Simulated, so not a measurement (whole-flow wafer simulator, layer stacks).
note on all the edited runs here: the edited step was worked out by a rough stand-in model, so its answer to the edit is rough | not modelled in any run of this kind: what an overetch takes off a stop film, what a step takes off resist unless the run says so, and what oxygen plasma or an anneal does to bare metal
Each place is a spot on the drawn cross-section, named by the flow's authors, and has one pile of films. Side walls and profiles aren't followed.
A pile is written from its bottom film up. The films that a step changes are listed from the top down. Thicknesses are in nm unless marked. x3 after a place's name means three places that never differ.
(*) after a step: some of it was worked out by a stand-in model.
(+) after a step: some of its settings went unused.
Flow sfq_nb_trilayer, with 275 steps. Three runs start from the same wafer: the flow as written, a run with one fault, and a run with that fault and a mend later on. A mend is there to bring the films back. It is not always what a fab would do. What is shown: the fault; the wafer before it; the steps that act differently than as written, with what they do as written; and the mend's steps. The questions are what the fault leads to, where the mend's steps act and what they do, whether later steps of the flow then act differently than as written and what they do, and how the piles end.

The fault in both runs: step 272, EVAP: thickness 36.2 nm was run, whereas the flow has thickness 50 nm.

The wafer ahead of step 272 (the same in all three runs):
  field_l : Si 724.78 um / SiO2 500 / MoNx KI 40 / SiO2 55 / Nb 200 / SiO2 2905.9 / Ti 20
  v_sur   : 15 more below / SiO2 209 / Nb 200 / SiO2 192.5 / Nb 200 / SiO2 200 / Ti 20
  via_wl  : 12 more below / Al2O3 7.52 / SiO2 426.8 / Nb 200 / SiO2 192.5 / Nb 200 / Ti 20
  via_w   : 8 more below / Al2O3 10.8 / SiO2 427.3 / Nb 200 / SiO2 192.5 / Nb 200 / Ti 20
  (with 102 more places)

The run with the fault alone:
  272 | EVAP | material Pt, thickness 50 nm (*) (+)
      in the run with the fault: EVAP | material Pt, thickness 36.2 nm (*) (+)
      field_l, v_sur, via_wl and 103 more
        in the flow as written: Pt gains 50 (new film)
        in the run with the fault: Pt gains 36.2 (new film)
  Steps further on in the flow that do not act as written:
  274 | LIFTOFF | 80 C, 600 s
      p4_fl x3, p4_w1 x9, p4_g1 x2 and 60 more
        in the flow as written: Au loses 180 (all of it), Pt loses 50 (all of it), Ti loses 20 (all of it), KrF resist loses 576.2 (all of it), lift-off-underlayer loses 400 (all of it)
        in the run with the fault: Au loses 180 (all of it), Pt loses 36.2 (all of it), Ti loses 20 (all of it), KrF resist loses 576.2 (all of it), lift-off-underlayer loses 400 (all of it)
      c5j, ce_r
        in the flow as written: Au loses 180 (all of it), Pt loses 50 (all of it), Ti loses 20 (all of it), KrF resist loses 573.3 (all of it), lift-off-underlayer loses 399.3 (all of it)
        in the run with the fault: Au loses 180 (all of it), Pt loses 36.2 (all of it), Ti loses 20 (all of it), KrF resist loses 573.3 (all of it), lift-off-underlayer loses 399.3 (all of it)
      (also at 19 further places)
  The piles end different from the flow's at field_l, v_sur, via_wl and 8 more by more than 2% or 0.5 nm, whichever is larger.
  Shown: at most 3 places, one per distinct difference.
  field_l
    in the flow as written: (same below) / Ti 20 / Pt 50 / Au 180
    in the run with the fault: (same below) / Ti 20 / Pt 36.2 / Au 180

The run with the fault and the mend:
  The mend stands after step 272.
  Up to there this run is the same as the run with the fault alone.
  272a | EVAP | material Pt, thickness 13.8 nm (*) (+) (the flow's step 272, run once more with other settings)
      field_l, v_sur, via_wl and 103 more
        Pt gains 13.8
  Every later step of the flow that is run acts as written at every place that is followed.
  At every place that both follow, the piles at the end match the flow's.
